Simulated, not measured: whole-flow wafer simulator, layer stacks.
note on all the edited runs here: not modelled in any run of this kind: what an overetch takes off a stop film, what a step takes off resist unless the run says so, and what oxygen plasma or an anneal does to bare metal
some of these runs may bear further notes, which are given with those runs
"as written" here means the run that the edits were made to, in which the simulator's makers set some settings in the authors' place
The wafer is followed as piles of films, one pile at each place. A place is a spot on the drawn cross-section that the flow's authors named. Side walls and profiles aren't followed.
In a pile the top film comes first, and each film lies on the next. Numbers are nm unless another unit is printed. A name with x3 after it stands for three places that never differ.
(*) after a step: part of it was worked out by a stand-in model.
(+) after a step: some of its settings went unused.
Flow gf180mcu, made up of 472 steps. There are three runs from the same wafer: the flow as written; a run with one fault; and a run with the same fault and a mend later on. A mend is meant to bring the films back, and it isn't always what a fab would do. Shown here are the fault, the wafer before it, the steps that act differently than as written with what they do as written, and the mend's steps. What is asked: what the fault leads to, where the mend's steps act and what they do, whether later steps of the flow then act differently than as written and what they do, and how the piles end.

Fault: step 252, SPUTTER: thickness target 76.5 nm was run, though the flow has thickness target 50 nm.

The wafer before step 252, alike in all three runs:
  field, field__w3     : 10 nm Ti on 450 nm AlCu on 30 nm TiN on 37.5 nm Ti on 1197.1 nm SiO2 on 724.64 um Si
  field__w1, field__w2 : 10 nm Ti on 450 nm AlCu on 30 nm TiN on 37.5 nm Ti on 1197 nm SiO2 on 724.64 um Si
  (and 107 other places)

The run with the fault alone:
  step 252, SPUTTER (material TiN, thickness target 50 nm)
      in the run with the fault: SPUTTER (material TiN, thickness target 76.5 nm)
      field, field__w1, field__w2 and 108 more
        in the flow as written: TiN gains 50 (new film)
        in the run with the fault: TiN gains 76.5 (new film)
  Steps later in the flow that act otherwise than as written (3 more steps, not shown, differ only slightly: by at most 2% or 0.5 nm, whichever is larger):
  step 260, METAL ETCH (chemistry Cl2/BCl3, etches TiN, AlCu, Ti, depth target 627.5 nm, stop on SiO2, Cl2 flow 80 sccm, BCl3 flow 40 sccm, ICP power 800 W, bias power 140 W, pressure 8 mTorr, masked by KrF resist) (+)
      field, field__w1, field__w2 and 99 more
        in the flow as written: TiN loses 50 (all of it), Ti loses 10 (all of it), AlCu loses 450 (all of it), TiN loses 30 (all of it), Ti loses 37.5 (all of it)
        in the run with the fault: TiN loses 76.5 (all of it), Ti loses 10 (all of it), AlCu loses 450 (all of it), TiN loses 30 (all of it), Ti loses 37.5 (all of it)
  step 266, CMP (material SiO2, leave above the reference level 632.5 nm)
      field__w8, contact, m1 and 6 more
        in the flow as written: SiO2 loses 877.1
        in the run with the fault: SiO2 loses 903.6
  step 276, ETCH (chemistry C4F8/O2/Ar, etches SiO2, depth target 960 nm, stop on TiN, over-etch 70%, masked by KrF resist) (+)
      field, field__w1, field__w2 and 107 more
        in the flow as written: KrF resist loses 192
        in the run with the fault: KrF resist loses 185.6
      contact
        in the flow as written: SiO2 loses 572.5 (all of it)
        in the run with the fault: SiO2 loses 546 (all of it)
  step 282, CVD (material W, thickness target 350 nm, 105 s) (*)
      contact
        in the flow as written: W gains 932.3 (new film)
        in the run with the fault: W gains 905.5 (new film)
  The piles end different from the flow's at field__w8, contact, m1 and 6 more by more than 2% or 0.5 nm, whichever is larger.
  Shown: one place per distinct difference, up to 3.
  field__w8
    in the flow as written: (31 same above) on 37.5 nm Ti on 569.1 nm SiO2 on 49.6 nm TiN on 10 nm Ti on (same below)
    in the run with the fault: (31 same above) on 37.5 nm Ti on 542.6 nm SiO2 on 76.1 nm TiN on 10 nm Ti on (same below)
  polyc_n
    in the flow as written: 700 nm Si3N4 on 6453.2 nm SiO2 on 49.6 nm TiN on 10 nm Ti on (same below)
    in the run with the fault: 700 nm Si3N4 on 6426.7 nm SiO2 on 76.1 nm TiN on 10 nm Ti on (same below)
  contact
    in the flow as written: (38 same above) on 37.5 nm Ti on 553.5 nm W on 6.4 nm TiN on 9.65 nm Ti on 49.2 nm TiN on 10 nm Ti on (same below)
    in the run with the fault: (38 same above) on 37.5 nm Ti on 526.8 nm W on 6.5 nm TiN on 9.8 nm Ti on 75.7 nm TiN on 10 nm Ti on (same below)

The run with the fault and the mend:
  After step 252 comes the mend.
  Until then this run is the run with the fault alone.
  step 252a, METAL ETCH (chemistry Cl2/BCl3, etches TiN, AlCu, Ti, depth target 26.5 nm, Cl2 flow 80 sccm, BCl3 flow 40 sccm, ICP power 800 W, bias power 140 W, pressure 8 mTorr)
      field, field__w1, field__w2 and 108 more
        TiN loses 26.5
  Every later step of the flow that is run acts as written at every place that is followed.
  At every place that both follow, the piles at the end match the flow's.
